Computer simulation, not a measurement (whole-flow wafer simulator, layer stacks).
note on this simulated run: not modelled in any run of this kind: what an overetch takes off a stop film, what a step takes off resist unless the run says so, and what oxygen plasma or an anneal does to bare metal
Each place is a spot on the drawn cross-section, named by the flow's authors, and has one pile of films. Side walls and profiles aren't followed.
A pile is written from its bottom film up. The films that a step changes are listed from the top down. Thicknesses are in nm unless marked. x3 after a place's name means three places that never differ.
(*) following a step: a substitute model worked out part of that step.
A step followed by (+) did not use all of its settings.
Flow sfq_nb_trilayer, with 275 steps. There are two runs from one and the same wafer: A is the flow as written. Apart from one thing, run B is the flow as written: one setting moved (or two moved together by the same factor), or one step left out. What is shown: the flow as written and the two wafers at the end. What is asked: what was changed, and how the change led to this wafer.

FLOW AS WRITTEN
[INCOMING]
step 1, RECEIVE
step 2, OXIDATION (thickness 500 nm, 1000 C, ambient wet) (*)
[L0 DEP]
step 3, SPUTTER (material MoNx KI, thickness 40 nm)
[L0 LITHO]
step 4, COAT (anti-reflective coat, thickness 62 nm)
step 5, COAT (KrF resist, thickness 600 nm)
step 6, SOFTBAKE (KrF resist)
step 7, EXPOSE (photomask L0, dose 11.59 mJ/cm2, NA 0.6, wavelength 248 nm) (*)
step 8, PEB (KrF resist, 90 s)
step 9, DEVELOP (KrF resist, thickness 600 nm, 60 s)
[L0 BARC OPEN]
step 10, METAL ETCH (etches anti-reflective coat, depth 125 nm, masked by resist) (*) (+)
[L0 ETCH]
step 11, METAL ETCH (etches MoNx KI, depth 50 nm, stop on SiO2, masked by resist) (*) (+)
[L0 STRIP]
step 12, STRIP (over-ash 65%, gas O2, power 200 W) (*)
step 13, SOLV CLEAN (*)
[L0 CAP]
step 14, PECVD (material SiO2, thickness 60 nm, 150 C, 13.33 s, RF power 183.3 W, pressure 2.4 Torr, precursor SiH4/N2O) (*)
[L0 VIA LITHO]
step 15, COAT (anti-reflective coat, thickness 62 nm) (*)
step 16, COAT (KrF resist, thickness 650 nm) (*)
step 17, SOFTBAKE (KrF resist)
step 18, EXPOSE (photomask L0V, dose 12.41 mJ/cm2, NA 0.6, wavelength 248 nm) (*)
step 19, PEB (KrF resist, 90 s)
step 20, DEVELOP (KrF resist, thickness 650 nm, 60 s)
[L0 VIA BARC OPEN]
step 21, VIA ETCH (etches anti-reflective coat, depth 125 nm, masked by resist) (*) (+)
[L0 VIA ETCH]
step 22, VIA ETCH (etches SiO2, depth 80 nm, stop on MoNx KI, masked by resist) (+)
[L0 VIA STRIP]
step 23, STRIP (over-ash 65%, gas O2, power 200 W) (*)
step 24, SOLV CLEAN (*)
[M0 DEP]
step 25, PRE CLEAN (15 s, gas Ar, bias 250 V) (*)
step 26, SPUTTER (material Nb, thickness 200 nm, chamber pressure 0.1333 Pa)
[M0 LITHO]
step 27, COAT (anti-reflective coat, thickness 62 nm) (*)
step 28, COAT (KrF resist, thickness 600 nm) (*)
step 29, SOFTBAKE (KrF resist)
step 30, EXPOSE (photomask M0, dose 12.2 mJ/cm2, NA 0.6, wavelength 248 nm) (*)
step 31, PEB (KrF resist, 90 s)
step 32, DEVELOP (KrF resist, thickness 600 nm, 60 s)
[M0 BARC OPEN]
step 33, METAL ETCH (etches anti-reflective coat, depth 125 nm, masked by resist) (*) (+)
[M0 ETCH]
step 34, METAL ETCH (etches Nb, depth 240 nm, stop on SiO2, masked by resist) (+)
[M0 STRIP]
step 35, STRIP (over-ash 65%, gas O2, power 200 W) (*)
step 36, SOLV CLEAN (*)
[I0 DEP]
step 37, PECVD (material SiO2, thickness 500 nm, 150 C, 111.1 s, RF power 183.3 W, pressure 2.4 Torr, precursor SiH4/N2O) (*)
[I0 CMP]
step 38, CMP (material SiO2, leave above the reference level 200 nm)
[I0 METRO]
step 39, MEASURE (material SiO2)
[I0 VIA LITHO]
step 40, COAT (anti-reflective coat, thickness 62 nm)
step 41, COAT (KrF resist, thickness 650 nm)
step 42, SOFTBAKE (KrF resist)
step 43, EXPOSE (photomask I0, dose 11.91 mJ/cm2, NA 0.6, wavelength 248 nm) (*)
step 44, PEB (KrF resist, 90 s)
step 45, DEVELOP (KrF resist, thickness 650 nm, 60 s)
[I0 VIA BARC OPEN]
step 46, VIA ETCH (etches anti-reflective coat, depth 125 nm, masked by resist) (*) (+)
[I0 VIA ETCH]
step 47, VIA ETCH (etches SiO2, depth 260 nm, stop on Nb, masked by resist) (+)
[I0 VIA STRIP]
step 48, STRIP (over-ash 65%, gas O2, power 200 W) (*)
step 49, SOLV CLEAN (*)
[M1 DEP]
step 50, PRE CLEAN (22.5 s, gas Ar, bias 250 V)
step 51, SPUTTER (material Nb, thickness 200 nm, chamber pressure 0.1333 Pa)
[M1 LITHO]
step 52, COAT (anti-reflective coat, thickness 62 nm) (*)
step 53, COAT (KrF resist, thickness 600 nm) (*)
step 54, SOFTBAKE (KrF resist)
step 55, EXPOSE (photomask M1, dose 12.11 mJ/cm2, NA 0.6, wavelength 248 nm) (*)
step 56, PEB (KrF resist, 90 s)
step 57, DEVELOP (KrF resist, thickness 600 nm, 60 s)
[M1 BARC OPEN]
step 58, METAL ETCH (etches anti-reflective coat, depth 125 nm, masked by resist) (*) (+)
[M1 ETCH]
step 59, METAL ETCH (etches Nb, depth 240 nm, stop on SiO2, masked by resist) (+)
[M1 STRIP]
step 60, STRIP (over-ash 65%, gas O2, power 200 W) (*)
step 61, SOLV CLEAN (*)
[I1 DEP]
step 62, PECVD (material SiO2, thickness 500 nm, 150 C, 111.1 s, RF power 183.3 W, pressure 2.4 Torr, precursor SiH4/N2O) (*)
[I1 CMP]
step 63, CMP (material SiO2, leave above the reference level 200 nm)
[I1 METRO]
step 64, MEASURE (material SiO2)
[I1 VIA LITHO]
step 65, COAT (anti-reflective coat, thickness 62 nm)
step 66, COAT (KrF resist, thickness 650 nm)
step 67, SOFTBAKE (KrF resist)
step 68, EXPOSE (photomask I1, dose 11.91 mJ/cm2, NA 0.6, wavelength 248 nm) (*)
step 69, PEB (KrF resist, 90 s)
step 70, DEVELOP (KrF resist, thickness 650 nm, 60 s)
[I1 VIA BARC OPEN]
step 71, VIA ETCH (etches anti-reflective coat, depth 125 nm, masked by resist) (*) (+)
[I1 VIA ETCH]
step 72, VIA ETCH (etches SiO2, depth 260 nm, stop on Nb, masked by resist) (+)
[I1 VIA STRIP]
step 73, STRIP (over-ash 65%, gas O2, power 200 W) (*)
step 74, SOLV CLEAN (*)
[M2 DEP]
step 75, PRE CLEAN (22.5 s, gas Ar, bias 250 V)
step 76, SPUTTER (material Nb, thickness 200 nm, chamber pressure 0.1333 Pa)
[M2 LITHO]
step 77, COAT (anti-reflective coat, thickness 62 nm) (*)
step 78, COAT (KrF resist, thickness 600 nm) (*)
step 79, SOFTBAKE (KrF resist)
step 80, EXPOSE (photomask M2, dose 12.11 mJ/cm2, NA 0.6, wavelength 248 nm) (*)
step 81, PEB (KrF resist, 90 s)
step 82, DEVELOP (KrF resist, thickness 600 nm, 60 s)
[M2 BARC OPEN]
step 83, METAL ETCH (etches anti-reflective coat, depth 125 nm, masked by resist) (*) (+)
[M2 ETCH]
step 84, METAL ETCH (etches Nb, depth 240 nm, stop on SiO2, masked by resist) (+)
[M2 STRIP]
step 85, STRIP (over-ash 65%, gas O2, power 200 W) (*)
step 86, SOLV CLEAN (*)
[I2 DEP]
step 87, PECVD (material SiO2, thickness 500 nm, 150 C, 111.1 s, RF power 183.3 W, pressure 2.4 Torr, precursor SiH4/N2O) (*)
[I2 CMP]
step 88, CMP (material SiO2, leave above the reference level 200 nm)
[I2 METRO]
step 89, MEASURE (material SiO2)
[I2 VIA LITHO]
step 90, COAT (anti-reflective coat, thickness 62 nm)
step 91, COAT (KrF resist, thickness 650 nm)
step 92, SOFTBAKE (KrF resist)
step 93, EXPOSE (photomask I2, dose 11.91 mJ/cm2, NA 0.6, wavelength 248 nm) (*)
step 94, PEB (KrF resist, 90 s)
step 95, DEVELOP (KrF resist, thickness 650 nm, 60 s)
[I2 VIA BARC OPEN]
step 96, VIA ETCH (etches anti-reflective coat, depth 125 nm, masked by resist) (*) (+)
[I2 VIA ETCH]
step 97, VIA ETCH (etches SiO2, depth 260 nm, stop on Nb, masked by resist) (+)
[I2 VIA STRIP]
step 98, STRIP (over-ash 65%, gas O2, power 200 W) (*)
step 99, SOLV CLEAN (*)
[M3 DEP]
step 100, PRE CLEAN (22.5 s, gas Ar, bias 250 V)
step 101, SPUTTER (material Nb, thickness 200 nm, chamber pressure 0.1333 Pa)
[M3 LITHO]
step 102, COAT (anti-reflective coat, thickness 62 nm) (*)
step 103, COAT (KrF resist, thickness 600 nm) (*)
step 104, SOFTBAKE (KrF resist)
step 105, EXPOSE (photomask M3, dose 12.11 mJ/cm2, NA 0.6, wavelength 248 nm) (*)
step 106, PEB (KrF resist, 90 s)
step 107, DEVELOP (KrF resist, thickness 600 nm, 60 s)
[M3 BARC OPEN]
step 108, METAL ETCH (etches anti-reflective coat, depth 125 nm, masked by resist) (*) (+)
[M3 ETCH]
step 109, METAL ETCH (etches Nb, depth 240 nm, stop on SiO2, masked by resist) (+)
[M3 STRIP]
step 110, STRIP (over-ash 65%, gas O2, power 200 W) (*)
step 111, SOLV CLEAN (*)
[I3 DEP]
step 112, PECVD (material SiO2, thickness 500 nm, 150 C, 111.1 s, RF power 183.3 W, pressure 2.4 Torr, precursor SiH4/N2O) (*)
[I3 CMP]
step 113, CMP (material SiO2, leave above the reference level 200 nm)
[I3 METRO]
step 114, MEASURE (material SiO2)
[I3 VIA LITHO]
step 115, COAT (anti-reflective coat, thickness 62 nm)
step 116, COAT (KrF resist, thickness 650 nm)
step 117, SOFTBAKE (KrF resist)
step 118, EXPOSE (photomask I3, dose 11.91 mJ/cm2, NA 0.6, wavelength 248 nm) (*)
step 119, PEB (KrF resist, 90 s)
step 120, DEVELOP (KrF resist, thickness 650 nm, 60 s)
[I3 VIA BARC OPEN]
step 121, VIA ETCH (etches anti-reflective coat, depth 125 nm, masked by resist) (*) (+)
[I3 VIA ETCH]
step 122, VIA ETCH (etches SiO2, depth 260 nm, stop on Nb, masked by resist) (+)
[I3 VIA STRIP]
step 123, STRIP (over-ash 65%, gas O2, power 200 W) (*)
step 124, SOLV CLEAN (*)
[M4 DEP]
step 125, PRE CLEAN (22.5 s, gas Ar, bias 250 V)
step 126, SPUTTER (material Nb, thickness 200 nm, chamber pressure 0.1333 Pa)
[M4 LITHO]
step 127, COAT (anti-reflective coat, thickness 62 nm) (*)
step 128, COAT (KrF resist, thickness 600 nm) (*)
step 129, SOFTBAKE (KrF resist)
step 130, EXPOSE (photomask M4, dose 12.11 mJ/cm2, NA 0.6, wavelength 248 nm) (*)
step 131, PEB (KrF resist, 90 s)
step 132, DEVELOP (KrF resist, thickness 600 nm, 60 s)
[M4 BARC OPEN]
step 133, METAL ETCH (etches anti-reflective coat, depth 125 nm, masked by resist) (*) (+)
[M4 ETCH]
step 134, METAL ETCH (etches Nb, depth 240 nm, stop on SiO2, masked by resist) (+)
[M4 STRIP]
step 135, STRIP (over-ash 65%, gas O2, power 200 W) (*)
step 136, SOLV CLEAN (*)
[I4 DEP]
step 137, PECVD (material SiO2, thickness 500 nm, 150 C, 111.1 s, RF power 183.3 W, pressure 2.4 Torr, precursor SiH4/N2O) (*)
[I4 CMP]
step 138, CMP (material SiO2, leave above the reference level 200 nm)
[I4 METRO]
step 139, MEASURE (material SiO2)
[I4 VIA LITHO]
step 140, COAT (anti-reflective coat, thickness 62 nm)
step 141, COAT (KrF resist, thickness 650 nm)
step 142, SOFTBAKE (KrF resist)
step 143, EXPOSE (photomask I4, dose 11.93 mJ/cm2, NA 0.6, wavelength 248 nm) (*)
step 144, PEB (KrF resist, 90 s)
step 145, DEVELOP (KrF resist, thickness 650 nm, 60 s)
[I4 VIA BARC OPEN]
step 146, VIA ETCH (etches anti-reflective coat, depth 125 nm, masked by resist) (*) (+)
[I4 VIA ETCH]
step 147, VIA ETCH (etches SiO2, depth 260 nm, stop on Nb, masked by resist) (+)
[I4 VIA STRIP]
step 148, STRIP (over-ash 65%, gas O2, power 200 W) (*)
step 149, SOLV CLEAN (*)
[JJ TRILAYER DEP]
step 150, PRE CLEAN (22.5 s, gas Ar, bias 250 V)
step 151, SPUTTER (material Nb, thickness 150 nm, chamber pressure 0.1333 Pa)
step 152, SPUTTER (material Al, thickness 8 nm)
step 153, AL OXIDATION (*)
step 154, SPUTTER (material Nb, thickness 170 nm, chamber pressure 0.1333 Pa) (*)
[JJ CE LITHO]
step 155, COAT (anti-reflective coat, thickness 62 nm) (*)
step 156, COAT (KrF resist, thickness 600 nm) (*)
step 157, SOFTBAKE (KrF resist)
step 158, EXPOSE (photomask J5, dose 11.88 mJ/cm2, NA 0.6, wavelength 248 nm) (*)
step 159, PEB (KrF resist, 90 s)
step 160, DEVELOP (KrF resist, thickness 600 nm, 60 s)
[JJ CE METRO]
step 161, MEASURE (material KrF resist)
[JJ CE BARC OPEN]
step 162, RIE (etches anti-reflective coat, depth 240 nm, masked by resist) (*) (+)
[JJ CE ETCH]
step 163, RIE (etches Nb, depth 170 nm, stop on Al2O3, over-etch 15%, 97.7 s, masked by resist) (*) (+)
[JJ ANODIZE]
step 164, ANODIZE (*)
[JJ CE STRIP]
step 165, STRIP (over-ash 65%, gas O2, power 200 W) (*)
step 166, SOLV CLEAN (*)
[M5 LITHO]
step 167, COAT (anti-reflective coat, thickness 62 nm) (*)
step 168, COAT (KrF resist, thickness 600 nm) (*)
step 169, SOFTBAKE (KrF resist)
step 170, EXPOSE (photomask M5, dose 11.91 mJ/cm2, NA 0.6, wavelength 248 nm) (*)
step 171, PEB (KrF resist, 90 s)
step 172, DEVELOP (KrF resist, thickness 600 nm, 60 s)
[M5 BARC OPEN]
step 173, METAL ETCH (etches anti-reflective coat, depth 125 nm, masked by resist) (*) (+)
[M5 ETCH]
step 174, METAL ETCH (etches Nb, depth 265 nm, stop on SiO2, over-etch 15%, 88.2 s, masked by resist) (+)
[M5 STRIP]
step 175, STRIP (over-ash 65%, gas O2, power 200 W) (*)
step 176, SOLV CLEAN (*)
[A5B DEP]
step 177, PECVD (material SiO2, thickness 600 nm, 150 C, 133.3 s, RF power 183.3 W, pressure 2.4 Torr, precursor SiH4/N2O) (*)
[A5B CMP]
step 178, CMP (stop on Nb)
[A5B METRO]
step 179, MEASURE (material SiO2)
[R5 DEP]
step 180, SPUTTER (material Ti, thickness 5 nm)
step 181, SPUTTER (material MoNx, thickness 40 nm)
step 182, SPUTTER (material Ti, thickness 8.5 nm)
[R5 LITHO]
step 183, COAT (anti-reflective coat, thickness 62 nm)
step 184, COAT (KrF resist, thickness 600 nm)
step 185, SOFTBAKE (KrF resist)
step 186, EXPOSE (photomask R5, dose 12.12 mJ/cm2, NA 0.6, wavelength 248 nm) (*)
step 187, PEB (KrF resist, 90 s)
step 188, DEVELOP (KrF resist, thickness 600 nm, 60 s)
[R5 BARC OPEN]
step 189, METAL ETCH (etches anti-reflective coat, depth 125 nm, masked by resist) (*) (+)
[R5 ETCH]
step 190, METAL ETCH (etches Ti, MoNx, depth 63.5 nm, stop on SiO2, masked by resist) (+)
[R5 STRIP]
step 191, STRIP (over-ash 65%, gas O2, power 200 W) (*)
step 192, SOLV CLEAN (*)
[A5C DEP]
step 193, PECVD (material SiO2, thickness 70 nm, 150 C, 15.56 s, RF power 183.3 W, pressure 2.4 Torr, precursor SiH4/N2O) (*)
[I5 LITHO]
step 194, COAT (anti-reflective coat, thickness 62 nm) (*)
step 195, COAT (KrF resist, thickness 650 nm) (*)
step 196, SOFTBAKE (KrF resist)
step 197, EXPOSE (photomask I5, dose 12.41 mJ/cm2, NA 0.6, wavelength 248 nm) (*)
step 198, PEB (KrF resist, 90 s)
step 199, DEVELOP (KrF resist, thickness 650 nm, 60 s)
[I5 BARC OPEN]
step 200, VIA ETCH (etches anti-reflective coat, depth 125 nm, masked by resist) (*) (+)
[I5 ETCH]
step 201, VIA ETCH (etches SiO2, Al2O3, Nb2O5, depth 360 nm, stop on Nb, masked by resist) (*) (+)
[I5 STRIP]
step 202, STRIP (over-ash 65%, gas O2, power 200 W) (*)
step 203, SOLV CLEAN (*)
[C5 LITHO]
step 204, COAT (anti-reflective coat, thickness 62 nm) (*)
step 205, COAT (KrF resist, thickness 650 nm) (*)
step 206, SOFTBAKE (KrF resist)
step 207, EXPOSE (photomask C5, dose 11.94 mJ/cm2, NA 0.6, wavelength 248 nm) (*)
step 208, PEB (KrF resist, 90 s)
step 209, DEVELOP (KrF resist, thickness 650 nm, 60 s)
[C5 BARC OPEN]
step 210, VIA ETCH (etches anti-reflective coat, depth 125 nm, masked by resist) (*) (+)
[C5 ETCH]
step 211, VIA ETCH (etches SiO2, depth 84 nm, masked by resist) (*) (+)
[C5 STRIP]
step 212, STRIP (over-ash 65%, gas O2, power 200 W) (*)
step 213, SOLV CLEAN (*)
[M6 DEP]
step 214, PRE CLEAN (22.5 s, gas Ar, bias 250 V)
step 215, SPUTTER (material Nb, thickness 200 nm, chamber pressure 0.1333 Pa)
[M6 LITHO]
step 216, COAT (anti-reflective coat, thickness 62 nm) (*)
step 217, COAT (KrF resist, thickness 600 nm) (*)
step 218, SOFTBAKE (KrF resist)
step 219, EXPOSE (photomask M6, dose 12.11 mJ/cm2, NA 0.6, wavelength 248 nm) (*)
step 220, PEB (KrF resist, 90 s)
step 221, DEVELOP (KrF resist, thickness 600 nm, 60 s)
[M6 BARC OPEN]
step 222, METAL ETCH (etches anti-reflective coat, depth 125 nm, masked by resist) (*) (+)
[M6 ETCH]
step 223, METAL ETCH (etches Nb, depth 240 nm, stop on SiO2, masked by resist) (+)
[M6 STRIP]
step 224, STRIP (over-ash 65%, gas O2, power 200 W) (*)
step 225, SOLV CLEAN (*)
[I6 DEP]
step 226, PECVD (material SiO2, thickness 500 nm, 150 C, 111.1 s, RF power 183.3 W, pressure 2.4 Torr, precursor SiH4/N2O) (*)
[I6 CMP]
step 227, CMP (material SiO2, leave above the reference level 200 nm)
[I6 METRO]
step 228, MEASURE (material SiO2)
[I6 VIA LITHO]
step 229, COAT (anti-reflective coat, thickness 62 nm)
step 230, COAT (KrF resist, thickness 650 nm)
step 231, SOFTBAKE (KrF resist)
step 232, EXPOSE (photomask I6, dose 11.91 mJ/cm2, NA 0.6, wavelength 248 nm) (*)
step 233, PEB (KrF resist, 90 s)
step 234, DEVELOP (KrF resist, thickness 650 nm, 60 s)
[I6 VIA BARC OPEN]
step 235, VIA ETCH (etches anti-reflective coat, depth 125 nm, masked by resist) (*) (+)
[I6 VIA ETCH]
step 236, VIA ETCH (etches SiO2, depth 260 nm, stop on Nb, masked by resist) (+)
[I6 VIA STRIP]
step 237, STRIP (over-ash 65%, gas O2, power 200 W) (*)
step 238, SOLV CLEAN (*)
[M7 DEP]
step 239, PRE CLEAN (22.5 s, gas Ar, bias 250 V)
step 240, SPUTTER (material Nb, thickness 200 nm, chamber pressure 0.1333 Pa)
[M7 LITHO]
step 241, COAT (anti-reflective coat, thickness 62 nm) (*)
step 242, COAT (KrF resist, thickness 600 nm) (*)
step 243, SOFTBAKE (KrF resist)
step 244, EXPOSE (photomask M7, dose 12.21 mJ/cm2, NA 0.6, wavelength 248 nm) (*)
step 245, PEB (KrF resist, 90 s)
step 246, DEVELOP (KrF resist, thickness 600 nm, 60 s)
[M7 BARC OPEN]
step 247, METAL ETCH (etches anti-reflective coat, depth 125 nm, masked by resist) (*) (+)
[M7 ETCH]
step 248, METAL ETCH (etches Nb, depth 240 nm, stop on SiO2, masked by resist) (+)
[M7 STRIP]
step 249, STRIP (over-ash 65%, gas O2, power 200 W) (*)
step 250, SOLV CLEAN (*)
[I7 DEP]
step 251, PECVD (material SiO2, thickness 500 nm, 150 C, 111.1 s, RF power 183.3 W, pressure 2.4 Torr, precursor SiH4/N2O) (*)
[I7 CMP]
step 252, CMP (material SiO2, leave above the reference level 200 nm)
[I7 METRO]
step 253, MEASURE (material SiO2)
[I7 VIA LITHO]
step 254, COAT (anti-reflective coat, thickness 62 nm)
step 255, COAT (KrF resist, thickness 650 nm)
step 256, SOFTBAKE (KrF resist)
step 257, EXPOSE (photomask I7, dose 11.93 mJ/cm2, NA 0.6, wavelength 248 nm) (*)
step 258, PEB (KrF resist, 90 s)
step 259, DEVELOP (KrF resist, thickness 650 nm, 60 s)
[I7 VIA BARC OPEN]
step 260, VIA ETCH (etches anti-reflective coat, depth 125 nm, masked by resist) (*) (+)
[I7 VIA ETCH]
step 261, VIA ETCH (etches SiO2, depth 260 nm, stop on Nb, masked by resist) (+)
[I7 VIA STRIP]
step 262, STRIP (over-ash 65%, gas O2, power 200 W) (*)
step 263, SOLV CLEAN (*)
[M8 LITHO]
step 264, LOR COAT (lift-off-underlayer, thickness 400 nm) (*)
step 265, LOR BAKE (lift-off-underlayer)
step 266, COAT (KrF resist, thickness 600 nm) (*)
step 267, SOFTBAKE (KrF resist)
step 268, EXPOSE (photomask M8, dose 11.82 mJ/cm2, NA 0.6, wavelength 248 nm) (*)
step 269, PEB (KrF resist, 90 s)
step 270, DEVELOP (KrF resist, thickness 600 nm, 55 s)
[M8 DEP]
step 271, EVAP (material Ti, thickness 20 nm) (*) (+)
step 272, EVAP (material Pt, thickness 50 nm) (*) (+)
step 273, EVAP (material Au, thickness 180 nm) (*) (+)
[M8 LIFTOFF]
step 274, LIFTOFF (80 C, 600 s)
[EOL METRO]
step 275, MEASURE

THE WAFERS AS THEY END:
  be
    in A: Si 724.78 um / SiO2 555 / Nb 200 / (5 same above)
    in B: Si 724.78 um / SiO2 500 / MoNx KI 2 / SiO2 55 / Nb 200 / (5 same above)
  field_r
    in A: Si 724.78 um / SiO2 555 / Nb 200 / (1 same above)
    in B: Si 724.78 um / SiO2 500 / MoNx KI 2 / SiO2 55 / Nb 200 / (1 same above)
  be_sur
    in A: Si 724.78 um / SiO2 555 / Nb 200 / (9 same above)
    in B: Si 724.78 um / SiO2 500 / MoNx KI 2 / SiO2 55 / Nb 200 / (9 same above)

What caused this: step 3, SPUTTER: thickness 52 nm was run, whereas the flow has thickness 40 nm.

The path from the change to this, step by step:
  step 3, SPUTTER (material MoNx KI, thickness 40 nm)
      field_l, v_sur, via_wl and 103 more: A MoNx KI gains 40 (new film) | B MoNx KI gains 52 (new film)
  step 11, METAL ETCH (etches MoNx KI, depth 50 nm, stop on SiO2, masked by resist) (*) (+)
      v_sur, via_wl, via_w and 97 more: A MoNx KI loses 40 (all of it) | B MoNx KI loses 50
  step 14, PECVD (material SiO2, thickness 60 nm, 150 C, 13.33 s, RF power 183.3 W, pressure 2.4 Torr, precursor SiH4/N2O) (*)
      v_sur, via_wl, via_w and 97 more: A SiO2 gains 60 | B SiO2 gains 60 (new film)
  step 15, COAT (anti-reflective coat, thickness 62 nm) (*)
      field_l: A anti-reflective coat gains 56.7 (new film) | B anti-reflective coat gains 55.5 (new film)
      v_sur: A anti-reflective coat gains 72.2 (new film) | B anti-reflective coat gains 74.9 (new film)
      (and at 2 other places as well)
  step 23, STRIP (over-ash 65%, gas O2, power 200 W) (*)
      field_l: A KrF resist loses 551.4 (all of it), anti-reflective coat loses 56.7 (all of it) | B KrF resist loses 549.3 (all of it), anti-reflective coat loses 55.5 (all of it)
      v_sur: A KrF resist loses 570.5 (all of it), anti-reflective coat loses 72.2 (all of it) | B KrF resist loses 573.1 (all of it), anti-reflective coat loses 74.9 (all of it)
      (and at 2 other places as well)
  step 27, COAT (anti-reflective coat, thickness 62 nm) (*)
      v_sur: A anti-reflective coat gains 72.3 (new film) | B anti-reflective coat gains 75.1 (new film)
      l0_sur: A anti-reflective coat gains 47.5 (new film) | B anti-reflective coat gains 46.5 (new film)
      (and at 1 other place as well)
  step 35, STRIP (over-ash 65%, gas O2, power 200 W) (*)
      v_sur: A KrF resist loses 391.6 (all of it), anti-reflective coat loses 72.3 (all of it) | B KrF resist loses 393.9 (all of it), anti-reflective coat loses 75.1 (all of it)
      l0_sur: A KrF resist loses 372 (all of it), anti-reflective coat loses 47.5 (all of it) | B KrF resist loses 369.2 (all of it), anti-reflective coat loses 46.5 (all of it)
      (and at 1 other place as well)
  step 38, CMP (material SiO2, leave above the reference level 200 nm)
      field_l, l0_sur, l0r_line_l, l0r_line_c, l0r_line_r: A SiO2 loses 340 | B SiO2 loses 350
      l0v: A SiO2 loses 277.8 | B SiO2 loses 287.8
With metal films that touch counted as one body, be has 4 bodies (between them, from the top down: SiO2 503.2; SiO2 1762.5; SiO2 55); the flow as written gives 3 bodies (between them, from the top down: SiO2 503.2; SiO2 1762.5).
With metal films that touch counted as one body, field_r has 2 bodies (between them, from the top down: SiO2 55); the flow as written gives 1 body.
With metal films that touch counted as one body, be_sur has 5 bodies (between them, from the top down: SiO2 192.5; SiO2 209 / Al2O3 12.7 / Nb2O5 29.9; SiO2 1762.5; SiO2 55); the flow as written gives 4 bodies (between them, from the top down: SiO2 192.5; SiO2 209 / Al2O3 12.7 / Nb2O5 29.9; SiO2 1762.5).
